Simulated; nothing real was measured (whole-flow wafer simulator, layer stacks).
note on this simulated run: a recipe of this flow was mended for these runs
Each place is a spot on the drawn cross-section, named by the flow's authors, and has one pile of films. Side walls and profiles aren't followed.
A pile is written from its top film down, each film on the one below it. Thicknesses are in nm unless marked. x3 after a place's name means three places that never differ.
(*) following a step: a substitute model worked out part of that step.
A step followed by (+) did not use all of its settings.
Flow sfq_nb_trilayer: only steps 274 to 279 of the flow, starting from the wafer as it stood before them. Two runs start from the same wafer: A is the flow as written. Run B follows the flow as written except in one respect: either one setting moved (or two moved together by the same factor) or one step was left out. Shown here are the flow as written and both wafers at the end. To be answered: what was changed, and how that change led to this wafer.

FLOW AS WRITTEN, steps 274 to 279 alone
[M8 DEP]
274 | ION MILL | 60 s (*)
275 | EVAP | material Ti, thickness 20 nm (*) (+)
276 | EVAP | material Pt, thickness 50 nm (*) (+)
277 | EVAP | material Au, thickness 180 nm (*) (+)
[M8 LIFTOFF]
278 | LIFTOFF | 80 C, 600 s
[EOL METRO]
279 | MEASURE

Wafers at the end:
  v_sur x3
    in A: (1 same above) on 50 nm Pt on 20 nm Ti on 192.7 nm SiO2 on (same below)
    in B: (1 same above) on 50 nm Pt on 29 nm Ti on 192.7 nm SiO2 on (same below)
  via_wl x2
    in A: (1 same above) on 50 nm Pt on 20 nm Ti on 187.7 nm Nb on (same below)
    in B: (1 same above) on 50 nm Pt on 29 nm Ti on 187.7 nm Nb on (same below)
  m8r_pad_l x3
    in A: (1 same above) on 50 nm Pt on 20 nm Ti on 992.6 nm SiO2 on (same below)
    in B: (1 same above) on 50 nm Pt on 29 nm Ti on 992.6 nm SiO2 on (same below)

What caused this: step 275, EVAP: thickness 29 nm was run, while the flow as written has thickness 20 nm.
The wafer itself shows it: v_sur x3 has Ti 29, and step 275 as written asks for 20 nm.

Step by step, how the change led to this:
  275 | EVAP | material Ti, thickness 20 nm (*) (+)
      field_l, v_sur x3, via_wl x2 and 100 more: A Ti gains 20 (new film) | B Ti gains 29 (new film)
  278 | LIFTOFF | 80 C, 600 s
      p4_fl x5, p4_w1 x9, p3_s0 x11 and 49 more: A Au loses 180 (all of it), Pt loses 50 (all of it), Ti loses 20 (all of it), KrF-resist-other-grade loses 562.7 (all of it), lift-off-underlayer loses 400 (all of it) | B Au loses 180 (all of it), Pt loses 50 (all of it), Ti loses 29 (all of it), KrF-resist-other-grade loses 562.7 (all of it), lift-off-underlayer loses 400 (all of it)
      r_sur, res, r_end: A Au loses 180 (all of it), Pt loses 50 (all of it), Ti loses 20 (all of it), KrF-resist-other-grade loses 559.9 (all of it), lift-off-underlayer loses 399.5 (all of it) | B Au loses 180 (all of it), Pt loses 50 (all of it), Ti loses 29 (all of it), KrF-resist-other-grade loses 559.9 (all of it), lift-off-underlayer loses 399.5 (all of it)
      (also at 18 further places)
